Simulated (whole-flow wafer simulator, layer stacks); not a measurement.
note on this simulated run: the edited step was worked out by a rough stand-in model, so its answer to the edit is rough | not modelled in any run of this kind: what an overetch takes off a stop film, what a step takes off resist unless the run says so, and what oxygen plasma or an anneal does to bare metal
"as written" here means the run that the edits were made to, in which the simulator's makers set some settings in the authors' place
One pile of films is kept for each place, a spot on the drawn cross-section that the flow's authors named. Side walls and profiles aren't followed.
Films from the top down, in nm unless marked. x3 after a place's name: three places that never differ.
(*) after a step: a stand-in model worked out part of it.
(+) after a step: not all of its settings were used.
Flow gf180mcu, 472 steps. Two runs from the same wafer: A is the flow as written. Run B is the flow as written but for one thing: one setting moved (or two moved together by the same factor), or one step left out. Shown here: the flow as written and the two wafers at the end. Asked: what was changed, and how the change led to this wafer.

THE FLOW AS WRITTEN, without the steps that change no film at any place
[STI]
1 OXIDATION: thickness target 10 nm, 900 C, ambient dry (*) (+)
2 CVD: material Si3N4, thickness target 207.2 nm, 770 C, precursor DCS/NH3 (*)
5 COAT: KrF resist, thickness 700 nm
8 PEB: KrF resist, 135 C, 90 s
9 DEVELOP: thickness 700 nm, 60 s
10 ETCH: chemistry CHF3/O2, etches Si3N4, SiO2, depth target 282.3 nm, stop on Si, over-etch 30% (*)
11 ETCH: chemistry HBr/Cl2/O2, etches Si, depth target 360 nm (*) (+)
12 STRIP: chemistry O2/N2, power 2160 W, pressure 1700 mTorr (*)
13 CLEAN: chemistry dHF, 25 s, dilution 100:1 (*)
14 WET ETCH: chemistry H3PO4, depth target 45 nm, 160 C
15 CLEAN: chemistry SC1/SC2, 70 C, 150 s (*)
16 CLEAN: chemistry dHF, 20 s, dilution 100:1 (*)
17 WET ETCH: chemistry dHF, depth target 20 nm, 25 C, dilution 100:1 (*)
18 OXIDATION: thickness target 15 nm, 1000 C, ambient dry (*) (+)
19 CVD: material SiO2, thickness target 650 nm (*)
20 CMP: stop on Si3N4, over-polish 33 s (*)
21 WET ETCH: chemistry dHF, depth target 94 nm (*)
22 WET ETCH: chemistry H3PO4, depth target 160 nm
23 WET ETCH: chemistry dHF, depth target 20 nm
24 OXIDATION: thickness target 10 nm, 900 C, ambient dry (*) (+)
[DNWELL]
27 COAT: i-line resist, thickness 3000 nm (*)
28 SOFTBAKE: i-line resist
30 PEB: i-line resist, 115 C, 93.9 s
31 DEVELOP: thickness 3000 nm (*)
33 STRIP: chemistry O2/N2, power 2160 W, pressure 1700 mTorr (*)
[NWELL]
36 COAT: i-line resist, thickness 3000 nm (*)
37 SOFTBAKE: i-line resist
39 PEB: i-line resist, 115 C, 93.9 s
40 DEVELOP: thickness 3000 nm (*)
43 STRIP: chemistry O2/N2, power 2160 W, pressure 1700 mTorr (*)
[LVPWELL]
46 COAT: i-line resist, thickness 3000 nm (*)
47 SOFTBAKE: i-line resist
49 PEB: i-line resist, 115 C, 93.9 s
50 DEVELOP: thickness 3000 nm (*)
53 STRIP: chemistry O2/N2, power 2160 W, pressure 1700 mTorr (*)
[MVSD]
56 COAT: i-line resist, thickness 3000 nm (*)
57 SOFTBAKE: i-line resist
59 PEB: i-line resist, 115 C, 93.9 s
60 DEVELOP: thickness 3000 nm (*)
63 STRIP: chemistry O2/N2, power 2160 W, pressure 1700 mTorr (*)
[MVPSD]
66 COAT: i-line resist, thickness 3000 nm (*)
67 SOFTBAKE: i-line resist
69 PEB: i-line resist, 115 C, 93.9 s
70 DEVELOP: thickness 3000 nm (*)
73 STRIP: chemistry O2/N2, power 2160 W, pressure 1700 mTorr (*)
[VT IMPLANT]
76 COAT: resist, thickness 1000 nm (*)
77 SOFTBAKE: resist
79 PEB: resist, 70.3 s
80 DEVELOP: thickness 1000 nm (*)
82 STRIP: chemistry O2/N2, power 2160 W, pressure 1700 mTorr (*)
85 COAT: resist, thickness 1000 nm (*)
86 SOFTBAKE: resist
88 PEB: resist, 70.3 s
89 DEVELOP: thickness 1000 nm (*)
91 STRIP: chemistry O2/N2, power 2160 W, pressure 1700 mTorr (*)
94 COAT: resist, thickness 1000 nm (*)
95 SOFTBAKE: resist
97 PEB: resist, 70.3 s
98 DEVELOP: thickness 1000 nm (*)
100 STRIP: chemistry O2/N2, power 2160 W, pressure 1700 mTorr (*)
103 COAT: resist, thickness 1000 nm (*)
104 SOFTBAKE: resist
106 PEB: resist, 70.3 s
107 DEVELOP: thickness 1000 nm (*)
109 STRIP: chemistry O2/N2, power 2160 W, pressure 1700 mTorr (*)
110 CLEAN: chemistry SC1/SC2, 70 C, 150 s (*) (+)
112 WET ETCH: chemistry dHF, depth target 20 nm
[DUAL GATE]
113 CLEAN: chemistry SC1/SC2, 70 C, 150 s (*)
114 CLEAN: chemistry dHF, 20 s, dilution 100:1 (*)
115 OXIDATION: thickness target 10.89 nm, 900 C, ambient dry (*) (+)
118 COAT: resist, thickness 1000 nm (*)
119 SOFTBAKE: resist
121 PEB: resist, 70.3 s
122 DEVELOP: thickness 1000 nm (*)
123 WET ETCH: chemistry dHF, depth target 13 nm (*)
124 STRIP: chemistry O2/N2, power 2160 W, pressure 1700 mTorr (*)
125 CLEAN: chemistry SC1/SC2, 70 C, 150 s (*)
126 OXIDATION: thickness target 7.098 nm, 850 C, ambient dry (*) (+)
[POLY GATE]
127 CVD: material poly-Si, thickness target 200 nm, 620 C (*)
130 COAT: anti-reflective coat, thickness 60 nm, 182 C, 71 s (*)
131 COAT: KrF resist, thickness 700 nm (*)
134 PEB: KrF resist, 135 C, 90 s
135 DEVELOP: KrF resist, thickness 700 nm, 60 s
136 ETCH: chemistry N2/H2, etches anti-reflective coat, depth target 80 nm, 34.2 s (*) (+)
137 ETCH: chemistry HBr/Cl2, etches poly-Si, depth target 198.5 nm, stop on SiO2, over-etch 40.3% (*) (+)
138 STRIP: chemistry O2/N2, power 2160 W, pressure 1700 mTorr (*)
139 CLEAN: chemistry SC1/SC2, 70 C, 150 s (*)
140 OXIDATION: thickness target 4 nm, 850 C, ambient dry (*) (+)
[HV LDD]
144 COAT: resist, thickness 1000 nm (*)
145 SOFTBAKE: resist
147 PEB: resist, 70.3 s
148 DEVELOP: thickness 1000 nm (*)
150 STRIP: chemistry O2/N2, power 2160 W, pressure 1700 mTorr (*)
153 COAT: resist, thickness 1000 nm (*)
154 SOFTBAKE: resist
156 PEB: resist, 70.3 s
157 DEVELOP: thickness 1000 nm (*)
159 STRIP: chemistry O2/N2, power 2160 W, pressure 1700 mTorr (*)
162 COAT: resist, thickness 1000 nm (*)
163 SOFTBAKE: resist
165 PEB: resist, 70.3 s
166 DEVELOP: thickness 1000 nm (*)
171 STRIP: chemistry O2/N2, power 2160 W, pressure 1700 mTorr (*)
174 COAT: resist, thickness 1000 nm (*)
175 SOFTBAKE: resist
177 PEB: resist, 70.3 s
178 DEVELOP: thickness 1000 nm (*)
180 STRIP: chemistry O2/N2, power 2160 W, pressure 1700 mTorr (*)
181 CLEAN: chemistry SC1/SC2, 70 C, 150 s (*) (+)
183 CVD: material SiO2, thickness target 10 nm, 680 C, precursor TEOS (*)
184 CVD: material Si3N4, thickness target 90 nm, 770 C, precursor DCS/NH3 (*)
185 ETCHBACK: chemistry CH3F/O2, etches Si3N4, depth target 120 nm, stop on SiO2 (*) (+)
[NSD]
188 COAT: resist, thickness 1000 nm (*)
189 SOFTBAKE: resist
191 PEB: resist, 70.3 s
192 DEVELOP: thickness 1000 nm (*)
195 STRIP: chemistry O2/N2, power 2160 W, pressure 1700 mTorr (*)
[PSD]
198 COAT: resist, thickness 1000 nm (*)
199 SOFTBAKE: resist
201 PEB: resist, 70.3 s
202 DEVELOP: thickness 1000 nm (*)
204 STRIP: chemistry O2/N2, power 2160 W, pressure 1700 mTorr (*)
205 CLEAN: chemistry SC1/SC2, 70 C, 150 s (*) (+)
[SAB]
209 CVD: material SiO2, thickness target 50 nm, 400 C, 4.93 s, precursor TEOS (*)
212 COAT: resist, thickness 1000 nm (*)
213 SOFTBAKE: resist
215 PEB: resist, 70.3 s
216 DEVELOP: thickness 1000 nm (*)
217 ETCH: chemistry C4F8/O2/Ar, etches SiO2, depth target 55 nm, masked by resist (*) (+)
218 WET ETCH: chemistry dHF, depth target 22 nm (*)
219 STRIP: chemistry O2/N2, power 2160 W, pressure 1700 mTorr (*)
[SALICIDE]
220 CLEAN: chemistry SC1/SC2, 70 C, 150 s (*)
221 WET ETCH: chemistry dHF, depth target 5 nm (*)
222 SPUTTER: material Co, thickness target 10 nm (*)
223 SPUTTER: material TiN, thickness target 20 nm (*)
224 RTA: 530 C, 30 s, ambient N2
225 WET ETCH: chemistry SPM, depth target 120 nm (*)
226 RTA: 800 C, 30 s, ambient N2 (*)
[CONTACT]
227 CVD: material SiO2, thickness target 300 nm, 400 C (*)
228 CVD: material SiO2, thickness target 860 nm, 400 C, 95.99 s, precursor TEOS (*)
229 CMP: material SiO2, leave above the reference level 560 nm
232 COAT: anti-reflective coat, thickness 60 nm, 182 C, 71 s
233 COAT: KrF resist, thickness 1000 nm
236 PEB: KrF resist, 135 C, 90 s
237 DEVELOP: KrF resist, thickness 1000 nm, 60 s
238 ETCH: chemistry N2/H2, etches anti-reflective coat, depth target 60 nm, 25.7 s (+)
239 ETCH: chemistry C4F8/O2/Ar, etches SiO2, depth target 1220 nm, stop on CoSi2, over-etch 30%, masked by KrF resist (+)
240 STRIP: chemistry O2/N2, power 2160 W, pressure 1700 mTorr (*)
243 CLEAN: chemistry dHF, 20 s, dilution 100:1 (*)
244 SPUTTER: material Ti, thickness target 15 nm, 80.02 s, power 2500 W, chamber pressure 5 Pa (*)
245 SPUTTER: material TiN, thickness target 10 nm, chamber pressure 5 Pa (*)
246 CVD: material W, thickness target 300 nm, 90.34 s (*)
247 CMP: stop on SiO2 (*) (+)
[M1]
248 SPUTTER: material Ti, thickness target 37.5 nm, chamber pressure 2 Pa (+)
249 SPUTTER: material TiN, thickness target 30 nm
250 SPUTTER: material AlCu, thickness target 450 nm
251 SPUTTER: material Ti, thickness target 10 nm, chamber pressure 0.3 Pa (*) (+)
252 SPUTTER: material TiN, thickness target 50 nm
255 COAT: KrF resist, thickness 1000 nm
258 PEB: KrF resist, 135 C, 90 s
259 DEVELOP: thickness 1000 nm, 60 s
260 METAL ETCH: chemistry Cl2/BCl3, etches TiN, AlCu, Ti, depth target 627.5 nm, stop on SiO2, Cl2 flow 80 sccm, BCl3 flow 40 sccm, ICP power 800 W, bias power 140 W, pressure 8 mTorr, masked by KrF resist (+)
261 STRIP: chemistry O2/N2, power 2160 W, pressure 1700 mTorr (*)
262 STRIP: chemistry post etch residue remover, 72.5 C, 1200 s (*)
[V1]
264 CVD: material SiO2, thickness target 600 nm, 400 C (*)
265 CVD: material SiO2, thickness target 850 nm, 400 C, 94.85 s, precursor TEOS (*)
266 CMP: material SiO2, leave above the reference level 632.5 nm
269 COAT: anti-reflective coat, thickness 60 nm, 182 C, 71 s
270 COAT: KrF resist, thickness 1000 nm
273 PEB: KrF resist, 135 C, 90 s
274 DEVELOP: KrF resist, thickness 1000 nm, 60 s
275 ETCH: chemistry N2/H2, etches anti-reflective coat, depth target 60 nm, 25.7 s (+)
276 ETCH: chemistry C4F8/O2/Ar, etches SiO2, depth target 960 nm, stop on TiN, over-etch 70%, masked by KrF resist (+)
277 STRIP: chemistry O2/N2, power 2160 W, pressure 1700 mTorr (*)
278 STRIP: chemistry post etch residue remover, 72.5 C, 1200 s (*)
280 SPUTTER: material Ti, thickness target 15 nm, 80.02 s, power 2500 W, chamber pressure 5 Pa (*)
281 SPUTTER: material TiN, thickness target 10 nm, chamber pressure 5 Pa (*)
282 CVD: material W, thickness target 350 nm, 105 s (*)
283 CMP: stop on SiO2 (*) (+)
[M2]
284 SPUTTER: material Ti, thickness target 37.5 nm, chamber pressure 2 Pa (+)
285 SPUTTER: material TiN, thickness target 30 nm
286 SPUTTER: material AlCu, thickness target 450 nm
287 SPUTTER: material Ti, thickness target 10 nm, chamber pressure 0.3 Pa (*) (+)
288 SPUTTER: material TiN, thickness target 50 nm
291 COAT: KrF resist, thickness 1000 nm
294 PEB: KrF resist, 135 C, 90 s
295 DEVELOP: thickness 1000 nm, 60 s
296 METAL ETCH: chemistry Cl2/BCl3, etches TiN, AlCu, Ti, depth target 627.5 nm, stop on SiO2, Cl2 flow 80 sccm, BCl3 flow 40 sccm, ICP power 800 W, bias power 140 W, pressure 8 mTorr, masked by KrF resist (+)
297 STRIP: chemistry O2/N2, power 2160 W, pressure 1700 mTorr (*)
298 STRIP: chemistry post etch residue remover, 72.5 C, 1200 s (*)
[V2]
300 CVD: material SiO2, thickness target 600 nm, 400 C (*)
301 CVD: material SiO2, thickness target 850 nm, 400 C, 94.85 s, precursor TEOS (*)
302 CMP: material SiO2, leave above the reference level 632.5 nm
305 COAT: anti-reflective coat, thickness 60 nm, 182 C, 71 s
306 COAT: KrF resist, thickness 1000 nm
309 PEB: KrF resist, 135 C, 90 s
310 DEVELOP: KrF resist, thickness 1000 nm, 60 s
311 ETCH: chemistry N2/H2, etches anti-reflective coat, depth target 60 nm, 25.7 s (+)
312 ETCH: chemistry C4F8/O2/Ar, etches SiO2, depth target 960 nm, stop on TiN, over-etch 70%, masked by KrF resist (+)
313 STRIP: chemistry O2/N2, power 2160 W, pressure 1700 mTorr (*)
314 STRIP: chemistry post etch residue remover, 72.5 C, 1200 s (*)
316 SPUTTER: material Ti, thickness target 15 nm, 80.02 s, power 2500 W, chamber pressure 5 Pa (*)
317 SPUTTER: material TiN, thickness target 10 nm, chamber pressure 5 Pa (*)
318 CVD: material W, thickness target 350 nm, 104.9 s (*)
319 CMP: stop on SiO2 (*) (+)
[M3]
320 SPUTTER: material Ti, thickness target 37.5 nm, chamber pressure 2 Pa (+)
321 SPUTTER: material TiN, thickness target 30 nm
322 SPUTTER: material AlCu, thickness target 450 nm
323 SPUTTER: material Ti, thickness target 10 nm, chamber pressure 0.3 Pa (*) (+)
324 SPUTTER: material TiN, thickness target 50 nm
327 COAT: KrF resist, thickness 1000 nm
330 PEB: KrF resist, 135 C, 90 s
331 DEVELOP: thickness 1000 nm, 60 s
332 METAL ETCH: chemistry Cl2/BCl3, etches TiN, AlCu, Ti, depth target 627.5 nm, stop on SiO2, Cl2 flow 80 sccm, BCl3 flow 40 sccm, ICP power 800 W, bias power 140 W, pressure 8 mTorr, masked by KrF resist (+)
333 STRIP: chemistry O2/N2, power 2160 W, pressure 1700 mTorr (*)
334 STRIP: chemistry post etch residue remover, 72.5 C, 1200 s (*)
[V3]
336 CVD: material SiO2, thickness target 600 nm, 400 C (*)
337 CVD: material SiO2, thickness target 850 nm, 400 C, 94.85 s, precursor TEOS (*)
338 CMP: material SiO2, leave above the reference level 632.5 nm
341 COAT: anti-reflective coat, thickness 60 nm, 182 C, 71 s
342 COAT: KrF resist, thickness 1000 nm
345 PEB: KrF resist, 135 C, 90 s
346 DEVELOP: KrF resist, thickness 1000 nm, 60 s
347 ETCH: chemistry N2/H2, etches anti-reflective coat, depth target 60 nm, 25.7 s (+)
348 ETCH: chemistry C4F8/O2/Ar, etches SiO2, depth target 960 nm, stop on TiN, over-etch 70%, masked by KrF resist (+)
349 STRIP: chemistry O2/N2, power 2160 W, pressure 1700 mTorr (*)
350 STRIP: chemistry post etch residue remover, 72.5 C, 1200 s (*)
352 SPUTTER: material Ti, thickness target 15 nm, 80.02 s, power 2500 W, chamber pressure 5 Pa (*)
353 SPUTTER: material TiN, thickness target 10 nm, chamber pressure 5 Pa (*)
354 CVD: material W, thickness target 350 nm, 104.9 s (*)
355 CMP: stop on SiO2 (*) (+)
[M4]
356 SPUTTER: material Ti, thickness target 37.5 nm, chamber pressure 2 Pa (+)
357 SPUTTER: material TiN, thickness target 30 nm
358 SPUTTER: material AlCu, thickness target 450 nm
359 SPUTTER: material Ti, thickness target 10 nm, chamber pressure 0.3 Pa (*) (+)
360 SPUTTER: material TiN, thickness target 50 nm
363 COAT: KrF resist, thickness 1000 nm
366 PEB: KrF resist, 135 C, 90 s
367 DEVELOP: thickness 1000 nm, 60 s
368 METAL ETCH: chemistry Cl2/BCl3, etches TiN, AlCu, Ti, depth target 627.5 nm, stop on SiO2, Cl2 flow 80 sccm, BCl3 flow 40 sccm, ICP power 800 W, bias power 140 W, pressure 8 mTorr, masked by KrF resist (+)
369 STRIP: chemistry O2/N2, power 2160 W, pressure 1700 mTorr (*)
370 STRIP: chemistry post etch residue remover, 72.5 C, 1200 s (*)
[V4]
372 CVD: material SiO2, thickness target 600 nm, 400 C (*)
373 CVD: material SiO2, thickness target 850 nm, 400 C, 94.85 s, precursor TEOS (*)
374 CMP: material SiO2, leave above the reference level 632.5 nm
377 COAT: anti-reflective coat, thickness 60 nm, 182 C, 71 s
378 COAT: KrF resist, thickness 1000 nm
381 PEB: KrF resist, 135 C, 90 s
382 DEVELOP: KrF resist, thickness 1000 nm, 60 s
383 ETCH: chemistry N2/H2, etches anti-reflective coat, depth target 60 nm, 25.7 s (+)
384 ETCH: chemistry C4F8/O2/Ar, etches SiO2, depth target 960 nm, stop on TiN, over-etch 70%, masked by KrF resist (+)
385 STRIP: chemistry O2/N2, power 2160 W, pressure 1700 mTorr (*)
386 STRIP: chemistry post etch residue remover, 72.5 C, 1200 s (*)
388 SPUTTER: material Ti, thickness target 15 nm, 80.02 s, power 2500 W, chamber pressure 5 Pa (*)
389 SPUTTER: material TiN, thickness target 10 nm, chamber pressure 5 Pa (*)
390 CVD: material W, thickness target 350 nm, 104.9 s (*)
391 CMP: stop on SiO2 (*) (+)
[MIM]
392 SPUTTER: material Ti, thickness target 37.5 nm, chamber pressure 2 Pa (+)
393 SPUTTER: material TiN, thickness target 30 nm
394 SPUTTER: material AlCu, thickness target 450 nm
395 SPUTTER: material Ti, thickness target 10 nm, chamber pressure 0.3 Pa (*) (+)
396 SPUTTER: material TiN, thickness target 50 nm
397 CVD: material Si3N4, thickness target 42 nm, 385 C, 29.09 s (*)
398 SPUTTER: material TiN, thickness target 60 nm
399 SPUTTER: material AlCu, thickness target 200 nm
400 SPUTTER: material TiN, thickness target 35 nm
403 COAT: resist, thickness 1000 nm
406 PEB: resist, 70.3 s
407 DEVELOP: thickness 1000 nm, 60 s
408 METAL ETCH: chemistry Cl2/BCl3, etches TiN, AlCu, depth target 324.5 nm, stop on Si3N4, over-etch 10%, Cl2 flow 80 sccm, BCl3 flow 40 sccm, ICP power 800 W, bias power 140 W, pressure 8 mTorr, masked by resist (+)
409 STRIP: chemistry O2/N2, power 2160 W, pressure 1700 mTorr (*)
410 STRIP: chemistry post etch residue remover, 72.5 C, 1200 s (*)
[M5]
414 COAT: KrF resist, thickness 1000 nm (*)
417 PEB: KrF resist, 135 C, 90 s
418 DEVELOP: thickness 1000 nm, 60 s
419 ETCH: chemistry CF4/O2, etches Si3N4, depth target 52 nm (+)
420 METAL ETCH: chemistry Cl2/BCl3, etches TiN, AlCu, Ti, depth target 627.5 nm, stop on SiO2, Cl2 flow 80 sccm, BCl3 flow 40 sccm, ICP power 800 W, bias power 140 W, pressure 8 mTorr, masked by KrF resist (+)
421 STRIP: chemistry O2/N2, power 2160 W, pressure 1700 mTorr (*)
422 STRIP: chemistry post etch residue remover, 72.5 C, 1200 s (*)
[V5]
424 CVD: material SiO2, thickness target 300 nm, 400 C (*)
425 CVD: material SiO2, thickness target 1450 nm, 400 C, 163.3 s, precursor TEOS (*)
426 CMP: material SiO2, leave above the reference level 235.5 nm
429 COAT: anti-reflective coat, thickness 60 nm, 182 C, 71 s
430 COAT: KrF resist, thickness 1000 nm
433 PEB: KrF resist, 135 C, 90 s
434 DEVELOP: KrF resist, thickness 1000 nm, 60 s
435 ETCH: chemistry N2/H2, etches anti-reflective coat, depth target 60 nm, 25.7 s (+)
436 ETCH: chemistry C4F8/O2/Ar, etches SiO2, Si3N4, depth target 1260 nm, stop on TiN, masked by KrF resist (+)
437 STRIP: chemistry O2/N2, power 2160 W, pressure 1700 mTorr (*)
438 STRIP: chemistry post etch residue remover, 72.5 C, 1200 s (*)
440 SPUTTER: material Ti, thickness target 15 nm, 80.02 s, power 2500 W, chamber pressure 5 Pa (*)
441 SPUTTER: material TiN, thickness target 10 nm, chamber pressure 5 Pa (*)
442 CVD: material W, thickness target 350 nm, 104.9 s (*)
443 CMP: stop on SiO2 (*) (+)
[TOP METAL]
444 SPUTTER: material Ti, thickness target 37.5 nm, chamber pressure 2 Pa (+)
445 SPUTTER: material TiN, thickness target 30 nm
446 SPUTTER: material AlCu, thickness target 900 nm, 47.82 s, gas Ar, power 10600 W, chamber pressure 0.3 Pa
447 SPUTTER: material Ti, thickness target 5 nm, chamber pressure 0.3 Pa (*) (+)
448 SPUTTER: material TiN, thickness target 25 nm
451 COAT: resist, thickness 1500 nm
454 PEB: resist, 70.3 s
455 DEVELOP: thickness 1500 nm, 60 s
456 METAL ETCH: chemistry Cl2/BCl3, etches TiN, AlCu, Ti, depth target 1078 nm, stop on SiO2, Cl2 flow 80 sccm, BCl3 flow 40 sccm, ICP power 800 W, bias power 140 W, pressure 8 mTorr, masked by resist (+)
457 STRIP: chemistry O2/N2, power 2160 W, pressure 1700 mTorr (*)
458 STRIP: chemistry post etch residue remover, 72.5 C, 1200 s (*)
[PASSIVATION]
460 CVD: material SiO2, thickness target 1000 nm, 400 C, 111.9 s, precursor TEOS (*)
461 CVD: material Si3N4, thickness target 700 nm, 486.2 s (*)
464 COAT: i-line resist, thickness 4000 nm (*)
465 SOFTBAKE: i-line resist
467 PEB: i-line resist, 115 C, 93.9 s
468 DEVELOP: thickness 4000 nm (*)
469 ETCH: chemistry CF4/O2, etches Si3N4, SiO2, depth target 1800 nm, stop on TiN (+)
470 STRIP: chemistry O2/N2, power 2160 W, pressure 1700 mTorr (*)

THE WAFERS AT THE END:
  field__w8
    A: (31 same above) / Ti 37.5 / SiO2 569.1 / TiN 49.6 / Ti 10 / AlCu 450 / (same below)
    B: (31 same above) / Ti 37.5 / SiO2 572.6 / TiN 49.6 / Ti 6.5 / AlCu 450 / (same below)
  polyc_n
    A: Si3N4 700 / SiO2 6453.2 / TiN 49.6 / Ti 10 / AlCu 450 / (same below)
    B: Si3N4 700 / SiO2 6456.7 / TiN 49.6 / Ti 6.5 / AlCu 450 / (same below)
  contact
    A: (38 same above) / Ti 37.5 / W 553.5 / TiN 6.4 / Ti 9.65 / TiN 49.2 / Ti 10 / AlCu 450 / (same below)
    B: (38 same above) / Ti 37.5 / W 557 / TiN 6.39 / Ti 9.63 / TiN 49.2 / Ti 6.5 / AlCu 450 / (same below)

The cause: step 251, SPUTTER: thickness target 6.5 nm was run, where the flow has thickness target 10 nm.
It can be read off the wafer: field__w8 has Ti 6.5, and step 251 as written asks for 10 nm.

How the change led to this, step by step:
  251 SPUTTER: material Ti, thickness target 10 nm, chamber pressure 0.3 Pa (*) (+)
      field, field__w1, field__w2 and 108 more: A Ti +10 (new film) | B Ti +6.5 (new film)
  260 METAL ETCH: chemistry Cl2/BCl3, etches TiN, AlCu, Ti, depth target 627.5 nm, stop on SiO2, Cl2 flow 80 sccm, BCl3 flow 40 sccm, ICP power 800 W, bias power 140 W, pressure 8 mTorr, masked by KrF resist (+)
      field, field__w1, field__w2 and 99 more: A TiN -50 (all of it), Ti -10 (all of it), AlCu -450 (all of it), TiN -30 (all of it), Ti -37.5 (all of it) | B TiN -50 (all of it), Ti -6.5 (all of it), AlCu -450 (all of it), TiN -30 (all of it), Ti -37.5 (all of it)
